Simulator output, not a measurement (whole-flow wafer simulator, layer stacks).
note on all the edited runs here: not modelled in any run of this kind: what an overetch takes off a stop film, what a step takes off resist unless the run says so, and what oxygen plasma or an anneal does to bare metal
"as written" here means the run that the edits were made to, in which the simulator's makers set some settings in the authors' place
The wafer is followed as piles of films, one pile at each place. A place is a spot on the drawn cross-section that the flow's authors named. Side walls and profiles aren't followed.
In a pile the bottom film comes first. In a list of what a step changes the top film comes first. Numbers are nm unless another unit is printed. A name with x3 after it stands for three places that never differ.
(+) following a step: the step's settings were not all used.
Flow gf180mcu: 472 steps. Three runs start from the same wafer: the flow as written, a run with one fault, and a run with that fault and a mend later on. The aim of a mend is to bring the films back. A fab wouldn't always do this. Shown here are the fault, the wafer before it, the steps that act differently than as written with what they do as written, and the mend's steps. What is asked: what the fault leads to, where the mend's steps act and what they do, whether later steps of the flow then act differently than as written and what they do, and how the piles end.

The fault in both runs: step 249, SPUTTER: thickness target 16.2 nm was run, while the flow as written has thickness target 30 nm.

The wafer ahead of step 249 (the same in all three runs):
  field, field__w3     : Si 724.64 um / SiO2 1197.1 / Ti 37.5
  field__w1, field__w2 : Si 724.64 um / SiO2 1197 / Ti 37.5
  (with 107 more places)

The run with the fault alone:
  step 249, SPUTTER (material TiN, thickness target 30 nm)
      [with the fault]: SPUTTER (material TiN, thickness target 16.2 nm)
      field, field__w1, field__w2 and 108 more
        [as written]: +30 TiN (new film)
        [with the fault]: +16.2 TiN (new film)
  Steps further on in the flow that do not act as written:
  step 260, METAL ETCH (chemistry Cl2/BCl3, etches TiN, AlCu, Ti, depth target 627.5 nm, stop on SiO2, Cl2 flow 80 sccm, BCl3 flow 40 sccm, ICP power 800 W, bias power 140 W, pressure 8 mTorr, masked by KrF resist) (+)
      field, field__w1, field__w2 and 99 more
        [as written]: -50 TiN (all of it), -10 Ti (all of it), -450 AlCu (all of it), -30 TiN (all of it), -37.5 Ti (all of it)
        [with the fault]: -50 TiN (all of it), -10 Ti (all of it), -450 AlCu (all of it), -16.2 TiN (all of it), -37.5 Ti (all of it)
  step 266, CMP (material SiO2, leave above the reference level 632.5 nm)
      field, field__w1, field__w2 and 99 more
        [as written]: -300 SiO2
        [with the fault]: -313.8 SiO2
  The piles end different from the flow's at field__w8, contact, m1 and 6 more by more than 2% or 0.5 nm, whichever is larger.
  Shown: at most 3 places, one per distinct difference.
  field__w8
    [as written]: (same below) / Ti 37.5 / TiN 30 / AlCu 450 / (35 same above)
    [with the fault]: (same below) / Ti 37.5 / TiN 16.2 / AlCu 450 / (35 same above)
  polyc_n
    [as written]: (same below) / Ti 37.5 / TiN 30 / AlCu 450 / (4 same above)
    [with the fault]: (same below) / Ti 37.5 / TiN 16.2 / AlCu 450 / (4 same above)
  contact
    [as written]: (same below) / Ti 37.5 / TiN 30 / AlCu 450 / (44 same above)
    [with the fault]: (same below) / Ti 37.5 / TiN 16.2 / AlCu 450 / (44 same above)

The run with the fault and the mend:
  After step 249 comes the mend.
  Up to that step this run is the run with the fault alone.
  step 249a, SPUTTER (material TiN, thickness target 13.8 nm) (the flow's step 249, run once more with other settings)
      field, field__w1, field__w2 and 108 more
        +13.8 TiN
  Every later step of the flow that is run acts as written at every place that is followed.
  The piles end the same as the flow's at every place that both follow.
